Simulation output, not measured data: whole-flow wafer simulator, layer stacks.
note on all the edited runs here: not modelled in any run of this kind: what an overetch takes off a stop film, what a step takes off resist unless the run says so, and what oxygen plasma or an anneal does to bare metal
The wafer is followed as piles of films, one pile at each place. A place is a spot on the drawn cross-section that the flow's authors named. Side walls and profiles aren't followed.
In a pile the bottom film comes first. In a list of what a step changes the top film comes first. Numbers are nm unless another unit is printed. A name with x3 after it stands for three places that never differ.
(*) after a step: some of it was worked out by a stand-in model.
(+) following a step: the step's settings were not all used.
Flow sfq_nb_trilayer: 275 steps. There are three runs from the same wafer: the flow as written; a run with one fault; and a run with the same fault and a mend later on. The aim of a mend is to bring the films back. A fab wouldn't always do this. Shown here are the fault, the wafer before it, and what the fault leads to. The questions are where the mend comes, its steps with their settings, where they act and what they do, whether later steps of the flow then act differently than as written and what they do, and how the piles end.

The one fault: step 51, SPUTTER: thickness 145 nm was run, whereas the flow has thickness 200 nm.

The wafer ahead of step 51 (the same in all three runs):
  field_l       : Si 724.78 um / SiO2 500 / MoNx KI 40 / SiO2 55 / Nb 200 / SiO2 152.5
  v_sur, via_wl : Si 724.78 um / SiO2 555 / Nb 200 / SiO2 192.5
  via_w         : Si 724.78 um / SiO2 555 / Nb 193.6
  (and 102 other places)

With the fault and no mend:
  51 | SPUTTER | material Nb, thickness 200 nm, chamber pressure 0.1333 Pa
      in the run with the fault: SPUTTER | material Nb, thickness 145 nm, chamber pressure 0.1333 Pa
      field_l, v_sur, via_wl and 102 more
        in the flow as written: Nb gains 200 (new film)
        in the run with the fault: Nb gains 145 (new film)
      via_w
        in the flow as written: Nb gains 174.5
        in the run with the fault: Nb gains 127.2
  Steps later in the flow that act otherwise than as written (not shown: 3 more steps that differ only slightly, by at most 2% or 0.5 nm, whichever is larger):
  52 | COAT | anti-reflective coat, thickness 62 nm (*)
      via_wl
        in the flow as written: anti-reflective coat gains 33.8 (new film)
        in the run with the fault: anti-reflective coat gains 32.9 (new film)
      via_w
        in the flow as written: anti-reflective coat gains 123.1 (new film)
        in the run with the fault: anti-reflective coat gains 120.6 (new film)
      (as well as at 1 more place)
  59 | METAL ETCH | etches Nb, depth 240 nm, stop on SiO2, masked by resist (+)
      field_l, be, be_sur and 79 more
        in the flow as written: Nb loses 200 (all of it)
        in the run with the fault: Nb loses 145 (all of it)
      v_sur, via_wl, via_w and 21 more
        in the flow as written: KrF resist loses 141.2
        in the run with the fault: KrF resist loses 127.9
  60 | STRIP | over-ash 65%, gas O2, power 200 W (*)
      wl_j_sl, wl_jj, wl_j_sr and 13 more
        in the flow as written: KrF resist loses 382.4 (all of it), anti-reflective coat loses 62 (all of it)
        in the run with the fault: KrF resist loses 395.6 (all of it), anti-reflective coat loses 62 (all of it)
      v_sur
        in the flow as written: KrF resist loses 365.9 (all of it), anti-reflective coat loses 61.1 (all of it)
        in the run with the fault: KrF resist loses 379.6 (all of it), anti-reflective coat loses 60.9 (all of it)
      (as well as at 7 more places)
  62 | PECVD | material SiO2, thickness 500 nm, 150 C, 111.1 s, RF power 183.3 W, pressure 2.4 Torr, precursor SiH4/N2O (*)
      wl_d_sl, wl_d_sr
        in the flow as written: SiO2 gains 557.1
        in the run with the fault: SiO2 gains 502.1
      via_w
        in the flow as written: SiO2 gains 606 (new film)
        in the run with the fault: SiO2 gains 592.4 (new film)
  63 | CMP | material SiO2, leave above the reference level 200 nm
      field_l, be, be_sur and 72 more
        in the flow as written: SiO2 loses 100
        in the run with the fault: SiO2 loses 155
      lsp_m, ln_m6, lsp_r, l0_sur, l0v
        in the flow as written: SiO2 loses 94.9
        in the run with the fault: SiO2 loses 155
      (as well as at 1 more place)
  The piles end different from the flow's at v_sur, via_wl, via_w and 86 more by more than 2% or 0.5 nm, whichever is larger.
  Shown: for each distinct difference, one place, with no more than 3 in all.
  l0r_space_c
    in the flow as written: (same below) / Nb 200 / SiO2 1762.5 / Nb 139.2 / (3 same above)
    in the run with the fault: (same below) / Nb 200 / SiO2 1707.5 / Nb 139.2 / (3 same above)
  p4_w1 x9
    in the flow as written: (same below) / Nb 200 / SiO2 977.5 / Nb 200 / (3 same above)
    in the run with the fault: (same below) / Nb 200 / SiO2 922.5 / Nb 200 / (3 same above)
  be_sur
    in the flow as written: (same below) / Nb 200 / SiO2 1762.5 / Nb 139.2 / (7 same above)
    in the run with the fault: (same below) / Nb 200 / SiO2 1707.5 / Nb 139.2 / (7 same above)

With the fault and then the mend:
  The mend stands after step 51.
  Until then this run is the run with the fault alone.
  51a | SPUTTER | material Nb, thickness 55 nm, chamber pressure 0.1333 Pa (a further turn of the flow's step 51, with different settings)
      field_l, v_sur, via_wl and 102 more
        Nb gains 55
      via_w
        Nb gains 43.6
  Every later step of the flow that is run acts as written, at every place that is followed, to within 2% or 0.5 nm, whichever is larger.
  When the end is reached, the piles differ only a little from the flow's at the places that both follow, at most by 2% or 0.5 nm, whichever is larger.
